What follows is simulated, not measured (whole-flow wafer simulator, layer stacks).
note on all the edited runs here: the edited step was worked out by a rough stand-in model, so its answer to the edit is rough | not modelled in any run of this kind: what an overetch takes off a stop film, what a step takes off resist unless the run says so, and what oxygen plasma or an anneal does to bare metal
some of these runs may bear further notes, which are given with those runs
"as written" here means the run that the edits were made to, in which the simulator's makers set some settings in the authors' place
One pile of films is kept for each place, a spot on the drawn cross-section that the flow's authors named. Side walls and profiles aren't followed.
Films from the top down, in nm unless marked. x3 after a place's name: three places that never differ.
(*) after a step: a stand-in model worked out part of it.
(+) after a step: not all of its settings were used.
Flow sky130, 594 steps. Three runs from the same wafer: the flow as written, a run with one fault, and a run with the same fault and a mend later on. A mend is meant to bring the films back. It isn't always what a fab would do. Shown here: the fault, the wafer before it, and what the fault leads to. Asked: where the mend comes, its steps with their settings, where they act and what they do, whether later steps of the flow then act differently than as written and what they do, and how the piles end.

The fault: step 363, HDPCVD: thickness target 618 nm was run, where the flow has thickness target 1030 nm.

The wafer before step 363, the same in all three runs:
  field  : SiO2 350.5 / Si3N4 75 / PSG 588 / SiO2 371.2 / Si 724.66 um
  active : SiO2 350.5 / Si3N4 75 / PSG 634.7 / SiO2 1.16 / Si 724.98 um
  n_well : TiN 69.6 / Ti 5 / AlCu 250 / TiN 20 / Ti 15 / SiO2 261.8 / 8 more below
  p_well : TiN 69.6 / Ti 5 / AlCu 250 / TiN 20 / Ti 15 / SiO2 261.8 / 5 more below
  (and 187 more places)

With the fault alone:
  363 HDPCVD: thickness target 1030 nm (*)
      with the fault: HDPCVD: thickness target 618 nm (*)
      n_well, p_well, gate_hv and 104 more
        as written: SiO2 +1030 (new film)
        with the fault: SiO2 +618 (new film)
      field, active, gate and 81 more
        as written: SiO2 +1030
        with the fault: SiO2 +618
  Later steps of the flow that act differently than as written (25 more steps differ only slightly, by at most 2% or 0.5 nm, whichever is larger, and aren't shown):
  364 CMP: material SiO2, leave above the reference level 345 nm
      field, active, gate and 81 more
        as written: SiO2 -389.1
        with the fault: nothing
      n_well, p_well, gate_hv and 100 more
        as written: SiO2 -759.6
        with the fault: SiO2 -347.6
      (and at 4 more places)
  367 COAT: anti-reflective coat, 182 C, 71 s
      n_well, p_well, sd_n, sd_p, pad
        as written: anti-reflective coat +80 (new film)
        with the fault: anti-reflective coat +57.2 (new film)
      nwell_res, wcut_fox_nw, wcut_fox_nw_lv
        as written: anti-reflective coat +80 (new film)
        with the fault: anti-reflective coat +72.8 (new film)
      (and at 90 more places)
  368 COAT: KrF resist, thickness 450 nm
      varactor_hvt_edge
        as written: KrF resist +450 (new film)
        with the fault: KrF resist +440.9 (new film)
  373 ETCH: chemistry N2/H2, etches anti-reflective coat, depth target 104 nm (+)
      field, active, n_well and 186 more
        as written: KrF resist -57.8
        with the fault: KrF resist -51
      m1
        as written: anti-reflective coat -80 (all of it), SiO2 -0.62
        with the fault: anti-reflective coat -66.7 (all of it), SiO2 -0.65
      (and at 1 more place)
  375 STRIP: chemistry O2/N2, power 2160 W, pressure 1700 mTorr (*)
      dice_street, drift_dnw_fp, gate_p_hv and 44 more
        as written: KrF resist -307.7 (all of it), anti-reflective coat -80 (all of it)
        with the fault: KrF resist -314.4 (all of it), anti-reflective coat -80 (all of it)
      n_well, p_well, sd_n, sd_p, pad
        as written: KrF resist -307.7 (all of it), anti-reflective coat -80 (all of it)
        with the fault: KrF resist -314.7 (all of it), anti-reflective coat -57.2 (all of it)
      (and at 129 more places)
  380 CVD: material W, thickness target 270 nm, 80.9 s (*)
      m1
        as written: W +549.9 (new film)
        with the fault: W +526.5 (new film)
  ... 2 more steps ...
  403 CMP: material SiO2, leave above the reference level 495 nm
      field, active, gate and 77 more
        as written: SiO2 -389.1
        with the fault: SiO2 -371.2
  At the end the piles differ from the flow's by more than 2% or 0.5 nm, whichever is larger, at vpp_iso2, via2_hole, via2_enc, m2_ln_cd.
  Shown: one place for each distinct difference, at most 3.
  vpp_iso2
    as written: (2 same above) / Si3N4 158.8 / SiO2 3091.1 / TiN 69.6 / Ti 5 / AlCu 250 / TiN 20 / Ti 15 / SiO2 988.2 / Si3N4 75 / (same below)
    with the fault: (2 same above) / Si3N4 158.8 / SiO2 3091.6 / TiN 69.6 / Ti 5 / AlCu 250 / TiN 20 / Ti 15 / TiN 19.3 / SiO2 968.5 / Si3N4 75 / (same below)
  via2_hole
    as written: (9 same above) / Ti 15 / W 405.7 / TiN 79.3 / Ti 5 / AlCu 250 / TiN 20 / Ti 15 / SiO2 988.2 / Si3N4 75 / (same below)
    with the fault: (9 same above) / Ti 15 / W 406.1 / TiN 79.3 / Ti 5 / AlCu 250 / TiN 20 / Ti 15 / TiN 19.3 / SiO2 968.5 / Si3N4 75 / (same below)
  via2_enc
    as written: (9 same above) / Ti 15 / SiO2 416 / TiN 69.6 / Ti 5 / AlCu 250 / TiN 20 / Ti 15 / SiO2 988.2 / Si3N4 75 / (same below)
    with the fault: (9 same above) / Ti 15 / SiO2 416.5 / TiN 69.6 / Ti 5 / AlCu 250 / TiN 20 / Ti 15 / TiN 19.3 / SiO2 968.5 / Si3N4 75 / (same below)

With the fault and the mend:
  The mend comes after step 363.
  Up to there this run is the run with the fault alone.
  363a HDPCVD: thickness target 412 nm (*) (the flow's step 363 once more, with other settings)
      field, active, n_well and 188 more
        SiO2 +412
  No later step of the flow acts differently than as written at any place that is followed.
  At the end the piles are the same as the flow's at every place that both follow.
